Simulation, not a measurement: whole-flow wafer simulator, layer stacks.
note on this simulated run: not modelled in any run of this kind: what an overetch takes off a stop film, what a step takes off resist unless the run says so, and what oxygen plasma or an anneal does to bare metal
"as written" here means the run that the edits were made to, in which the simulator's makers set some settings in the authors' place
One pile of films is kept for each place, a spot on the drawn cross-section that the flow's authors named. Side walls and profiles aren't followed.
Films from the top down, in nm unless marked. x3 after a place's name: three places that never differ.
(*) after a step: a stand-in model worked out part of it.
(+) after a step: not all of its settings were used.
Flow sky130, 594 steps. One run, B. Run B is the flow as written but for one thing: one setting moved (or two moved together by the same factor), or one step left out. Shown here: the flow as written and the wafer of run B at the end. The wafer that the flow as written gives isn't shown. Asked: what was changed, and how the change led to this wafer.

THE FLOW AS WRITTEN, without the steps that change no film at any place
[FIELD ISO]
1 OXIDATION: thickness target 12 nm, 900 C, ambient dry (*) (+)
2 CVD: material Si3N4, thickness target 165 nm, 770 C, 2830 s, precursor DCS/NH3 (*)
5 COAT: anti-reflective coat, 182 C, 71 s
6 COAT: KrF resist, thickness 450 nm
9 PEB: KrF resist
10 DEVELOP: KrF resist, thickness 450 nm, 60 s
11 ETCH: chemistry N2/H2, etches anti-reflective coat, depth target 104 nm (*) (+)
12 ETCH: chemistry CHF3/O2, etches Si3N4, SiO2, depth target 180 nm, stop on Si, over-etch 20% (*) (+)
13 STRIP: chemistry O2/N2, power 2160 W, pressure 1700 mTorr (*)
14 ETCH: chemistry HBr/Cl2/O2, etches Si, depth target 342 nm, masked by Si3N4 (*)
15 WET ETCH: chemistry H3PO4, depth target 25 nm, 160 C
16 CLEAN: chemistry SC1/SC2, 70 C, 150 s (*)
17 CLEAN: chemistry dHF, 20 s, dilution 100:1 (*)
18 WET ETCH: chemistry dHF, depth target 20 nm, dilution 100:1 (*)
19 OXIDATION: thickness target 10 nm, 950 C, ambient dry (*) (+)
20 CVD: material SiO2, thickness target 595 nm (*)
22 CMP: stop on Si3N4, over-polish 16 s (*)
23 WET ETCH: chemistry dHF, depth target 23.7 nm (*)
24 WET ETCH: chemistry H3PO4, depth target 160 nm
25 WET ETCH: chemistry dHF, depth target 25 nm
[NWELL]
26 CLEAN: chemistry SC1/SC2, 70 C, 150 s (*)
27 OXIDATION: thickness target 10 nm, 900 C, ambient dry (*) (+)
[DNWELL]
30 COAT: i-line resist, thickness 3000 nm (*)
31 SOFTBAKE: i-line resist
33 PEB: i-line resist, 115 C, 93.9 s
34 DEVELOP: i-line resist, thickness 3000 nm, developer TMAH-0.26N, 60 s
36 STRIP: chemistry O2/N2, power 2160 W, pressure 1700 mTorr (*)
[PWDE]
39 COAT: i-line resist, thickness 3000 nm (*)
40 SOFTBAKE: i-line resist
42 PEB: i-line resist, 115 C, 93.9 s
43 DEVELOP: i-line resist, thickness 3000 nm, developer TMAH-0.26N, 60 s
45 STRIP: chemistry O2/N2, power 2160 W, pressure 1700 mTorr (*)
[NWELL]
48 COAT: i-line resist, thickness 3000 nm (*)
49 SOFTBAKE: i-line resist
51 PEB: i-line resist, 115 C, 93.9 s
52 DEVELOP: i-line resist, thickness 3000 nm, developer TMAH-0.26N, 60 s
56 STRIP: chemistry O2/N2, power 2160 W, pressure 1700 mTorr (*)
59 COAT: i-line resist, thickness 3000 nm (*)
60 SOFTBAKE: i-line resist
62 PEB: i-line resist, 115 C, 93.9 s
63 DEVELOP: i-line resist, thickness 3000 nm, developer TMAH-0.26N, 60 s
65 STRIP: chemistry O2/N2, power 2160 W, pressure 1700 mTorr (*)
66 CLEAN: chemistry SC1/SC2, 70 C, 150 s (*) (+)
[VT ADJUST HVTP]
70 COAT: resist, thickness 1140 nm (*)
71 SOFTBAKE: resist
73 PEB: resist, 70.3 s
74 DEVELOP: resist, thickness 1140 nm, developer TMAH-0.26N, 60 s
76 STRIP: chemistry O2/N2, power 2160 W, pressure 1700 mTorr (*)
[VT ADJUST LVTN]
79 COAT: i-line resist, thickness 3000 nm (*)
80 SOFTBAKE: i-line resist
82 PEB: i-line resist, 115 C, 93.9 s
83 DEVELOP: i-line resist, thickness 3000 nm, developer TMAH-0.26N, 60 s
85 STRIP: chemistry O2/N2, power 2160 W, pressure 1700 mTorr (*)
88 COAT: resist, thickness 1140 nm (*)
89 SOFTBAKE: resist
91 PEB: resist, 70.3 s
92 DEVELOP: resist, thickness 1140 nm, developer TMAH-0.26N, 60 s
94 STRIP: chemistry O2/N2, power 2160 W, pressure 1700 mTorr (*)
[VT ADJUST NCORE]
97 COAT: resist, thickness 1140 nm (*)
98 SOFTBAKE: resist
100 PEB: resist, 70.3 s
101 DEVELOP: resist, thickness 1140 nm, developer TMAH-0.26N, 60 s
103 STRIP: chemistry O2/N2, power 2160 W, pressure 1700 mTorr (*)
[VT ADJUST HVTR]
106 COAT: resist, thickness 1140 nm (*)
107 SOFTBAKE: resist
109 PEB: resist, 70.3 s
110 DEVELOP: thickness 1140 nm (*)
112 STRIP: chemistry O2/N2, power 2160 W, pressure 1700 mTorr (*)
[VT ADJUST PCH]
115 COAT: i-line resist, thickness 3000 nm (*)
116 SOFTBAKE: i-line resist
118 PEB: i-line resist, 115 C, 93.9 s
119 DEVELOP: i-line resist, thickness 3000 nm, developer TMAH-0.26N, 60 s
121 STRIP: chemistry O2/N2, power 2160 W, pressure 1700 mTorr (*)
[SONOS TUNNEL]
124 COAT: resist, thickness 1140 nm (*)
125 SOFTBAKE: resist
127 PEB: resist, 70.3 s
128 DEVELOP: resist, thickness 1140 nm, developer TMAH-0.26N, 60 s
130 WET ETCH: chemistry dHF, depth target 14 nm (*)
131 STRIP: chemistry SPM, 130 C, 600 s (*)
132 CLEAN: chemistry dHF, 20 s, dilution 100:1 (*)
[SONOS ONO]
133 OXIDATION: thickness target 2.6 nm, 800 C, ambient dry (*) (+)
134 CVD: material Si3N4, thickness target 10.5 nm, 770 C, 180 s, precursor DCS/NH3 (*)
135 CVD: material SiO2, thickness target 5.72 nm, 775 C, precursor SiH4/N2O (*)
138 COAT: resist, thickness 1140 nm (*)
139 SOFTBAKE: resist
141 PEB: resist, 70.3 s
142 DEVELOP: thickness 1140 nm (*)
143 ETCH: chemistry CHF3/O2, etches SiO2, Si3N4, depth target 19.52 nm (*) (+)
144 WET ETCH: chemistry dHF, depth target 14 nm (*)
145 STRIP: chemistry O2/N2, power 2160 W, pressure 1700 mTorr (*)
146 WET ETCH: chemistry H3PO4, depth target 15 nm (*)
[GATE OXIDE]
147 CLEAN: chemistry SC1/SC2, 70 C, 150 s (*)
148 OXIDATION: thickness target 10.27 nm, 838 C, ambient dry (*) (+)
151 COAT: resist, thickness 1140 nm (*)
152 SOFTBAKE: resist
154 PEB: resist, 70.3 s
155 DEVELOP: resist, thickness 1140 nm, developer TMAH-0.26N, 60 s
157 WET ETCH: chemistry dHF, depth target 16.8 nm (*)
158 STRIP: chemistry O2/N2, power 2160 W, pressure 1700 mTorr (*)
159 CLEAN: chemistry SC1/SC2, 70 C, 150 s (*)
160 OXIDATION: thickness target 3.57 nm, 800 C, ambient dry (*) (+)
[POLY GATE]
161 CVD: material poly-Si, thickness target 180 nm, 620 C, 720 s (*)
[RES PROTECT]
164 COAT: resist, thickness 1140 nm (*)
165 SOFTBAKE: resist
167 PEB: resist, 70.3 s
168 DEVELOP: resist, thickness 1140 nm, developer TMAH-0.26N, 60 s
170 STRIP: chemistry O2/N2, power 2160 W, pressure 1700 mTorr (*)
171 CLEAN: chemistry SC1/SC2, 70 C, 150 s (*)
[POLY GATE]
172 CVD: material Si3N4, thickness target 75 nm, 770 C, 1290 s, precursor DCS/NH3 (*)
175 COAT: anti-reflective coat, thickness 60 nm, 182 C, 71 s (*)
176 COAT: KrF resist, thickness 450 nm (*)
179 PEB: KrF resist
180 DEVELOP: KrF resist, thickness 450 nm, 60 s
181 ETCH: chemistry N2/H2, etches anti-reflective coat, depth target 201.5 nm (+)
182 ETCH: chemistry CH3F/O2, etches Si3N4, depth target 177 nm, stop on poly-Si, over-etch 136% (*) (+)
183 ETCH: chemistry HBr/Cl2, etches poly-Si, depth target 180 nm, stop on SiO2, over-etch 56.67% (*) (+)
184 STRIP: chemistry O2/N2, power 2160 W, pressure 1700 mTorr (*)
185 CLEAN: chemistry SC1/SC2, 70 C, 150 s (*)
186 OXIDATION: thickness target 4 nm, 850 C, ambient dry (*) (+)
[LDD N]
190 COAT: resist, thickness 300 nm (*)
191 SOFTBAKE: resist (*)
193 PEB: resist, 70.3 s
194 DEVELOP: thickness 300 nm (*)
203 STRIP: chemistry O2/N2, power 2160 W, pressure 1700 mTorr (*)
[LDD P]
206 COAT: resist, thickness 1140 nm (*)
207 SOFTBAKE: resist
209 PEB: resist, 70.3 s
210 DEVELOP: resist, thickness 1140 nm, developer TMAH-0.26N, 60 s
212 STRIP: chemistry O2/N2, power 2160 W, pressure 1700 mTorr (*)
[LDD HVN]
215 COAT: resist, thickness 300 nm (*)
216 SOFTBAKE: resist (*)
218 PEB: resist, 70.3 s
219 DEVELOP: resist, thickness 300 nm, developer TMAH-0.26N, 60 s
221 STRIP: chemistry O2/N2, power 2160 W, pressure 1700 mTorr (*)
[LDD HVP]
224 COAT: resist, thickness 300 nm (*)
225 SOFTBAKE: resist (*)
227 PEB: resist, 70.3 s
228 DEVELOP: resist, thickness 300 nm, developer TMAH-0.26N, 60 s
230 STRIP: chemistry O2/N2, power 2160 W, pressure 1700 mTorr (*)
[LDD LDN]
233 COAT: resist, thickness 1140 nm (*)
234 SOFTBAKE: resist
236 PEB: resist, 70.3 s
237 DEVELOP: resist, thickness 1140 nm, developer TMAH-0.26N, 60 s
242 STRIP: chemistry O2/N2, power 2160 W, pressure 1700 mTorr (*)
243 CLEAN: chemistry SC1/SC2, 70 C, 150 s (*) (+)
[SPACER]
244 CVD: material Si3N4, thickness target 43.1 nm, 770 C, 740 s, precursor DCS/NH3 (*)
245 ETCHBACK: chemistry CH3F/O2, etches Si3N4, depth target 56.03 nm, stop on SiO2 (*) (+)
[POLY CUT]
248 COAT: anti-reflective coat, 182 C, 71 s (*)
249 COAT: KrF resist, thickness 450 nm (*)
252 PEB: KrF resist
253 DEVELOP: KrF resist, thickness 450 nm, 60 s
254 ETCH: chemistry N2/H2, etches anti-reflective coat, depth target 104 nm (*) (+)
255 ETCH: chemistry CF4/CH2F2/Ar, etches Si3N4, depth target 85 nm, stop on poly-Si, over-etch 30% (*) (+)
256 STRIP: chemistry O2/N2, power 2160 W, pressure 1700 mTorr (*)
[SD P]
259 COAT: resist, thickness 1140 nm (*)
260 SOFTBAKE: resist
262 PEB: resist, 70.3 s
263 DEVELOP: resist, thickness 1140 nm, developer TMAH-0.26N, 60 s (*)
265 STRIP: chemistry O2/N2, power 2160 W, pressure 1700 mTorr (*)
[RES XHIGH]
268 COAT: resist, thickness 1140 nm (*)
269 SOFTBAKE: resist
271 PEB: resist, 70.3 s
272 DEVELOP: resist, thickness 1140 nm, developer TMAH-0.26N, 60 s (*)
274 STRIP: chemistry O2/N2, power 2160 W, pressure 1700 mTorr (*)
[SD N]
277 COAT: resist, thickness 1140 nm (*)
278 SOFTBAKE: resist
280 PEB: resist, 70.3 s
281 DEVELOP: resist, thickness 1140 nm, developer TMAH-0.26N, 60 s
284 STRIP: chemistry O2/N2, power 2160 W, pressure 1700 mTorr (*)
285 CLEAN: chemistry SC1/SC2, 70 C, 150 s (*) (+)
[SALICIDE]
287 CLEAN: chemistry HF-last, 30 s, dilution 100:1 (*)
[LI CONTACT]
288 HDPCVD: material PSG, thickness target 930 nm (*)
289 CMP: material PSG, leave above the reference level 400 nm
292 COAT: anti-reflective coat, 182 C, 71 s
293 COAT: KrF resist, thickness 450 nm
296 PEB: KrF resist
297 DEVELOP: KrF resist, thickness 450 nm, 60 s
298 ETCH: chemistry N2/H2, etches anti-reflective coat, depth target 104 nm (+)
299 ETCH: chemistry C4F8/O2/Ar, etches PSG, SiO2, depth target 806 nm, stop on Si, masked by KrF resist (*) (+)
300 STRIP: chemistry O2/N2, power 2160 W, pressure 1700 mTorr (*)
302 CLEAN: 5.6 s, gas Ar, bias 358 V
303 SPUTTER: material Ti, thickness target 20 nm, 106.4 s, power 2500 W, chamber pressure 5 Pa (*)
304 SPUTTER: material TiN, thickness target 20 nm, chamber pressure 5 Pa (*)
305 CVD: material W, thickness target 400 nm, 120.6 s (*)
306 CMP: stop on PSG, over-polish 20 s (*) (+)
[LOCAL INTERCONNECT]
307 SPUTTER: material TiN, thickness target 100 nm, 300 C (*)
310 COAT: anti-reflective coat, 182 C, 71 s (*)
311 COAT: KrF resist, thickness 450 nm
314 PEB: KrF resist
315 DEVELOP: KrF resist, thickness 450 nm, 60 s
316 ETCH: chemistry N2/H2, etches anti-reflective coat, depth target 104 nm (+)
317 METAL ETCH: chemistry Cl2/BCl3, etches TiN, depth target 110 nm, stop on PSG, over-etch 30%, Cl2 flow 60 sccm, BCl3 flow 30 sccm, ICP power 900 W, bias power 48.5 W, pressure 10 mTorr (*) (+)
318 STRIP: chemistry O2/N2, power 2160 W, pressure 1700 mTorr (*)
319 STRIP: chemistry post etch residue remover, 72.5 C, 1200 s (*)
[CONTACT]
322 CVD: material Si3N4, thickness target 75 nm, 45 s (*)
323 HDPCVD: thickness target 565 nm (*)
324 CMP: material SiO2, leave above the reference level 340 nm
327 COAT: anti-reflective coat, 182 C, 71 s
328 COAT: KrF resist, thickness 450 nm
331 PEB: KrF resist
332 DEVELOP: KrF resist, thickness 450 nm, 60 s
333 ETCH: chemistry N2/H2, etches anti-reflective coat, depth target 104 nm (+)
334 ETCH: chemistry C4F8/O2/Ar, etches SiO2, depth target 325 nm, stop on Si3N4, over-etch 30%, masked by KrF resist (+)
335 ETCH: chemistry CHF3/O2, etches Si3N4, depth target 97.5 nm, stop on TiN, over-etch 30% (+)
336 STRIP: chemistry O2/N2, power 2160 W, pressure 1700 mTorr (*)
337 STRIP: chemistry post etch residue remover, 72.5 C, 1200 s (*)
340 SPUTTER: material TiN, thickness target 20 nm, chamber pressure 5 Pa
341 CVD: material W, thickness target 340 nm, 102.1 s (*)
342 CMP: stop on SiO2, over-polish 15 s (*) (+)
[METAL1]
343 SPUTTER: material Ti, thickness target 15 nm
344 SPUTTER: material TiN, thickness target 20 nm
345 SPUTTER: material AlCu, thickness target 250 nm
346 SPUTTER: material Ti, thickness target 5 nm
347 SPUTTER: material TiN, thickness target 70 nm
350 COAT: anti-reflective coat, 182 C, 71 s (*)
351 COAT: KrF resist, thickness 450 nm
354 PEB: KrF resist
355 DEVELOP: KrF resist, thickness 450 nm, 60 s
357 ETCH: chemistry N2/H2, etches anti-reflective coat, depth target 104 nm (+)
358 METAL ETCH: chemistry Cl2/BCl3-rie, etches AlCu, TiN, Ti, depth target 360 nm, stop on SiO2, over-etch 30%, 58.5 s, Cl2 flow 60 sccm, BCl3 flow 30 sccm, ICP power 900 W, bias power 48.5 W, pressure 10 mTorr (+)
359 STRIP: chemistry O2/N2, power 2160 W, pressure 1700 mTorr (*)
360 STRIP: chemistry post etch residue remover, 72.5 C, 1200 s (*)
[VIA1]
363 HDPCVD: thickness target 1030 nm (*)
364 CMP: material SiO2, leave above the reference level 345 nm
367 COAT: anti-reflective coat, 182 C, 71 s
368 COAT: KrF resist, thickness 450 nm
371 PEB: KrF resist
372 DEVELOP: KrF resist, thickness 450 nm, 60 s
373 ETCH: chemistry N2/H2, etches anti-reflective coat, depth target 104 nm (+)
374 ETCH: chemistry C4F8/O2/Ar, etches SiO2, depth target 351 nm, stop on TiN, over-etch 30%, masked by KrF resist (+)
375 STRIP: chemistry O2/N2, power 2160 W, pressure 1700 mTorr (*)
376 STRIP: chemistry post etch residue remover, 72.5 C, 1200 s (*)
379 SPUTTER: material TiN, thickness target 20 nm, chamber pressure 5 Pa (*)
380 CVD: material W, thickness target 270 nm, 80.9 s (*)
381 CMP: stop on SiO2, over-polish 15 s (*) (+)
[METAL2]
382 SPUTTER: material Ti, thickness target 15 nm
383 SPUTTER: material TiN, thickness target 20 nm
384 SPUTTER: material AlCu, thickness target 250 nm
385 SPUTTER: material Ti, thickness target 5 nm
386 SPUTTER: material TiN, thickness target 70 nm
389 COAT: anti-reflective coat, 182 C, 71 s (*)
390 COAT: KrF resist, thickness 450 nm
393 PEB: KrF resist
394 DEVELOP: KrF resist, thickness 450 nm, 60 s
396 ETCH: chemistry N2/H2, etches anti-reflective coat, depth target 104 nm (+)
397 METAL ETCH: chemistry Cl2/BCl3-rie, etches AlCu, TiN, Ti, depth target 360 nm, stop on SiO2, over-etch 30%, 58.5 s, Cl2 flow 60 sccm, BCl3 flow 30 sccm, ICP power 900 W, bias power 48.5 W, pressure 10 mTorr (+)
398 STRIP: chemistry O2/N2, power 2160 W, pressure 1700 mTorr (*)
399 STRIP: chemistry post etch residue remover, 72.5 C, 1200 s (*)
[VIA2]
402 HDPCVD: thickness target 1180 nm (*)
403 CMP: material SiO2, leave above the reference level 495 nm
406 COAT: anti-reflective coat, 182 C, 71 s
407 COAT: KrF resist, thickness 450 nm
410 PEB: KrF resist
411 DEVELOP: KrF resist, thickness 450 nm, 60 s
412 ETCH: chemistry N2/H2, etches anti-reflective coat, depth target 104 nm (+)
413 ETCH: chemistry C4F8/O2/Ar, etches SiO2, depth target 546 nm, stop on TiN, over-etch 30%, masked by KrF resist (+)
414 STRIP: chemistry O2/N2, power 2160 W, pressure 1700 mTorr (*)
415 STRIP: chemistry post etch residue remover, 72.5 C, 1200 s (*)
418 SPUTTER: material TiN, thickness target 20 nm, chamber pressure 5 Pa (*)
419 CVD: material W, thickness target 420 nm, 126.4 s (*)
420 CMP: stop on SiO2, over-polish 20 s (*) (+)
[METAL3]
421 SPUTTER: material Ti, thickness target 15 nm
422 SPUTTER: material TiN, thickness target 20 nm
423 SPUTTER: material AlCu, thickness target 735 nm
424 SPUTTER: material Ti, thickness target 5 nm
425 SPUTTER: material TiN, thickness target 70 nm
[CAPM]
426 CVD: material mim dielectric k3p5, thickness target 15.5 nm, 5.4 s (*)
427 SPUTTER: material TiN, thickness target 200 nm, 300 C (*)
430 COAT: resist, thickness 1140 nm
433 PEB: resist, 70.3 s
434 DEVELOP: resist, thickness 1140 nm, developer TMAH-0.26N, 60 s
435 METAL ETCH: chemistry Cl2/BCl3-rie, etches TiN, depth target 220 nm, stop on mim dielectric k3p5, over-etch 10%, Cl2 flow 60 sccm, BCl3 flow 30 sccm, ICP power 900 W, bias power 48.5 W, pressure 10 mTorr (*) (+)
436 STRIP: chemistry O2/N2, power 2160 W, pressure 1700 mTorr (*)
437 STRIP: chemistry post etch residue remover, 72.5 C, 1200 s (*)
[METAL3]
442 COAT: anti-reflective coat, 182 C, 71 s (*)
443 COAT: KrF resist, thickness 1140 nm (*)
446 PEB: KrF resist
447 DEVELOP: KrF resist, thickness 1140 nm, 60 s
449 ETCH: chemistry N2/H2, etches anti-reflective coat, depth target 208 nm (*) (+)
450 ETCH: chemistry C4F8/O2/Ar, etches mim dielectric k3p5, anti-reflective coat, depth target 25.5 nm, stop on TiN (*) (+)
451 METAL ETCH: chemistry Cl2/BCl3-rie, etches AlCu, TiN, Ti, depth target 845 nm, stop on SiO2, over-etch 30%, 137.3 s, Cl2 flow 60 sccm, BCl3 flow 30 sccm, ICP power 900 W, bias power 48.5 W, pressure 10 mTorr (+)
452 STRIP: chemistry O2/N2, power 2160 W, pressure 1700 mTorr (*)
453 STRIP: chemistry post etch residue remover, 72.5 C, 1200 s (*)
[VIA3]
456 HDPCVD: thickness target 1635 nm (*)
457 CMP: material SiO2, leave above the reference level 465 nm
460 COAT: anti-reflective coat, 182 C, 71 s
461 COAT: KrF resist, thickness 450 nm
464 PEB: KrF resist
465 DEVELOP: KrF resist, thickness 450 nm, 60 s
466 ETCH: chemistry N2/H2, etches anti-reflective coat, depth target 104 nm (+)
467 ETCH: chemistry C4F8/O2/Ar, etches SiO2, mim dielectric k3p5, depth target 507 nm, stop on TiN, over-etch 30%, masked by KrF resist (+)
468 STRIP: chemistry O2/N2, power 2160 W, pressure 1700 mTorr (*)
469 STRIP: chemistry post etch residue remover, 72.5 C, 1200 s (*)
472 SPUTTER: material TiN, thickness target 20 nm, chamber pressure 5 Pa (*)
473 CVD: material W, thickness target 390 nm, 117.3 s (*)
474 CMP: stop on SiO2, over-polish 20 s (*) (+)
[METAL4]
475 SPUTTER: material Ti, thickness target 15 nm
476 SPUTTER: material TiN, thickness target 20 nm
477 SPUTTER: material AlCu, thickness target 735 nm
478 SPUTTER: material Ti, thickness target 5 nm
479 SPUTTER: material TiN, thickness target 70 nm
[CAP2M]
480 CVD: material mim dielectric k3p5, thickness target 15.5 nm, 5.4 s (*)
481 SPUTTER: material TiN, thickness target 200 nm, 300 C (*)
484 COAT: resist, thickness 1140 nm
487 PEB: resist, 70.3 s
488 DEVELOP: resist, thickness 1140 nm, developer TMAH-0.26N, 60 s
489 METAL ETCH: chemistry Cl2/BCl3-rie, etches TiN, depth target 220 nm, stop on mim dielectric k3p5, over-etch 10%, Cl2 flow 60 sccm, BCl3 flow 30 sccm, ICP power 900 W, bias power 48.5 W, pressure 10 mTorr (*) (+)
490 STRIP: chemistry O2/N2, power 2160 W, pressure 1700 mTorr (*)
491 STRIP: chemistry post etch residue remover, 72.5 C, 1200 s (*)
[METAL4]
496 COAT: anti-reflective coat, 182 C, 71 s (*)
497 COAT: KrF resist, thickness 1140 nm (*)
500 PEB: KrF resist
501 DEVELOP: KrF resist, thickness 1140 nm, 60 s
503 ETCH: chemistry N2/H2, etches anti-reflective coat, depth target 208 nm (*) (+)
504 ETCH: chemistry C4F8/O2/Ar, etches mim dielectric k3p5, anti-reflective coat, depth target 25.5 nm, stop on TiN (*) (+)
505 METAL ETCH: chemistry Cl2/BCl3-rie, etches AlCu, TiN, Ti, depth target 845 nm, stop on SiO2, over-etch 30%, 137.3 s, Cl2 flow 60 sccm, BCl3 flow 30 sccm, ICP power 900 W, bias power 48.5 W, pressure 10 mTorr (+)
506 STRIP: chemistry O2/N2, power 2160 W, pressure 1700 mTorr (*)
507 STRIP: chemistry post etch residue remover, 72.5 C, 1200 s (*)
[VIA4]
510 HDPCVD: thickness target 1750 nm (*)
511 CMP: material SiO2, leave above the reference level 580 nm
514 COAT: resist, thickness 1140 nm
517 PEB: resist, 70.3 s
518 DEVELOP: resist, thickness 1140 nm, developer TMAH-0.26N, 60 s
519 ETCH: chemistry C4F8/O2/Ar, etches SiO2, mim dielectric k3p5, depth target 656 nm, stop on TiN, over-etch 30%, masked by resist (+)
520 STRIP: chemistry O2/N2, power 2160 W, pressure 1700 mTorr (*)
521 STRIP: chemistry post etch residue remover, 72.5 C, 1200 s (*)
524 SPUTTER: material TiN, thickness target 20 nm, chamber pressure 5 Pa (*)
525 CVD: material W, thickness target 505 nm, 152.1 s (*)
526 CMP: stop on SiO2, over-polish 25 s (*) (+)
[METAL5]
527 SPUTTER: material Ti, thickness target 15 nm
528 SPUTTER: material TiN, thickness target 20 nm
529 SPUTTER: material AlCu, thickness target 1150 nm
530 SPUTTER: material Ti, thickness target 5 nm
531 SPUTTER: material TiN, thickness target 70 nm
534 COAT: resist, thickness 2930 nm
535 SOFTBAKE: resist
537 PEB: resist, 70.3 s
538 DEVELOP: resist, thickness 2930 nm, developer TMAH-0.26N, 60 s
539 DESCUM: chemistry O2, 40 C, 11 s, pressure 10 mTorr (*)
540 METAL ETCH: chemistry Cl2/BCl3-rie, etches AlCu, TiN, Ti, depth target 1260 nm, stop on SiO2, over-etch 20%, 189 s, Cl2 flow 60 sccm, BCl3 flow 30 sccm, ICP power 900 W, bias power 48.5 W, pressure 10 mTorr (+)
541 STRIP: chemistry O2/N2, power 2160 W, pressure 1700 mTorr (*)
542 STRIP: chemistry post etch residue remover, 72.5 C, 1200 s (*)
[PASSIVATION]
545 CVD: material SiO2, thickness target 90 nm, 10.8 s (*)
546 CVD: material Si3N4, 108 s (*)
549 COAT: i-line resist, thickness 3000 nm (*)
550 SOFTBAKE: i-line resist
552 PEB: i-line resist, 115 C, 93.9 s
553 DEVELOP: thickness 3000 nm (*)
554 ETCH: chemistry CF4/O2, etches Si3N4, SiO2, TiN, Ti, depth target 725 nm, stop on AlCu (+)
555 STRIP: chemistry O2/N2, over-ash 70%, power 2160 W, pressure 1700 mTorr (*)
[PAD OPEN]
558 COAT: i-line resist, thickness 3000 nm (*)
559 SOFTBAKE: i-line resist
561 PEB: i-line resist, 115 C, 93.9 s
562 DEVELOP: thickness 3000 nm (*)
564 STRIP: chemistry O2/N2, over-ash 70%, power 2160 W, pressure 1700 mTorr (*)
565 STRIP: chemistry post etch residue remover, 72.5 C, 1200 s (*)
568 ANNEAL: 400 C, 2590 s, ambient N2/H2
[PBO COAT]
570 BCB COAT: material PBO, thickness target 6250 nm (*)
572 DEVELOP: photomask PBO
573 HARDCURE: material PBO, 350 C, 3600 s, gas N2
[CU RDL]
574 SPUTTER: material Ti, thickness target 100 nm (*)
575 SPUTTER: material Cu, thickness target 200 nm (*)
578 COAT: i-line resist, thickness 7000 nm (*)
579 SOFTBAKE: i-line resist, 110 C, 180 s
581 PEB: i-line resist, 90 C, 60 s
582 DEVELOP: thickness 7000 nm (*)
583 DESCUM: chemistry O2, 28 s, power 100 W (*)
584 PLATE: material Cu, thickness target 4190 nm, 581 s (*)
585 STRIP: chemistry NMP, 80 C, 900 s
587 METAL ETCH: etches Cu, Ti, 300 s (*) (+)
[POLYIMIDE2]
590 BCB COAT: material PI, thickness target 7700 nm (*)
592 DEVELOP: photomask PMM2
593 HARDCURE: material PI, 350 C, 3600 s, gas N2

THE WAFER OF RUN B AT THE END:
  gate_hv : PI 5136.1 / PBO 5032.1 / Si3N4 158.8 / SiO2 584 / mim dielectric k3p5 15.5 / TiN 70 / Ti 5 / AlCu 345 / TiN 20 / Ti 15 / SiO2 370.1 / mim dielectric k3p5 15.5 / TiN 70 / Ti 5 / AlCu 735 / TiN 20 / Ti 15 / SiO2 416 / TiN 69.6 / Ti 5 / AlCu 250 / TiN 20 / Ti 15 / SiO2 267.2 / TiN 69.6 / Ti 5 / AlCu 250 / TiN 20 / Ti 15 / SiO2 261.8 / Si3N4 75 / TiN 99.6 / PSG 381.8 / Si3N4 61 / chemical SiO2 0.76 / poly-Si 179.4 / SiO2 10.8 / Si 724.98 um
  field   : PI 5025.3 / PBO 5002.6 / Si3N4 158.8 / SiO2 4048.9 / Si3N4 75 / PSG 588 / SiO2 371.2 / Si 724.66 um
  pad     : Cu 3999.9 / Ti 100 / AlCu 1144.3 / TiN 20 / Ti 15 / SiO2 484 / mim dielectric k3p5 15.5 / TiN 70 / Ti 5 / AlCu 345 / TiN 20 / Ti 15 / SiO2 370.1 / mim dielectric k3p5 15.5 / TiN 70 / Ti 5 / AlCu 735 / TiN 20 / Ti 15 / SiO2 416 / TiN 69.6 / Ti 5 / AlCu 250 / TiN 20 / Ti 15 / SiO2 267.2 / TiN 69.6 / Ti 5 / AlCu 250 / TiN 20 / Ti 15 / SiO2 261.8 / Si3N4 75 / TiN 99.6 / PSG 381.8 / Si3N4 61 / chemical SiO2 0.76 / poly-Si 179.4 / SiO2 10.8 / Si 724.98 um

The cause: step 477, SPUTTER: thickness target 345 nm was run, where the flow has thickness target 735 nm.
It can be read off the wafer: gate_hv has AlCu 345, and step 477 as written asks for 735 nm.

How the change led to this, step by step:
  477 SPUTTER: material AlCu, thickness target 735 nm
      field, active, n_well and 189 more: AlCu +345 (new film) (as written it would be: AlCu +735 (new film))
  505 METAL ETCH: chemistry Cl2/BCl3-rie, etches AlCu, TiN, Ti, depth target 845 nm, stop on SiO2, over-etch 30%, 137.3 s, Cl2 flow 60 sccm, BCl3 flow 30 sccm, ICP power 900 W, bias power 48.5 W, pressure 10 mTorr (+)
      field, gate, spacer and 68 more: TiN -70 (all of it), Ti -5 (all of it), AlCu -345 (all of it), TiN -20 (all of it), Ti -15 (all of it), SiO2 -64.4 (as written it would be: TiN -70 (all of it), Ti -5 (all of it), AlCu -735 (all of it), TiN -20 (all of it), Ti -15 (all of it), SiO2 -25.4)
      active, vpp_iso1, m1_ln and 13 more: TiN -70 (all of it), Ti -5 (all of it), AlCu -345 (all of it), TiN -20 (all of it), Ti -15 (all of it), SiO2 -64.3 (as written it would be: TiN -70 (all of it), Ti -5 (all of it), AlCu -735 (all of it), TiN -20 (all of it), Ti -15 (all of it), SiO2 -25.3)
      (and at 1 more place)
  511 CMP: material SiO2, leave above the reference level 580 nm
      field, active, gate and 77 more: SiO2 -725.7 (as written it would be: SiO2 -374.7)
      iso_guard__w1, mim_edge_gap, vpp_m3ln, rpm_encl, via2_enc, rpm_encl_psd, iso_guard_nsd_tip: SiO2 -725.6 (as written it would be: SiO2 -374.6)
      (and at 1 more place)
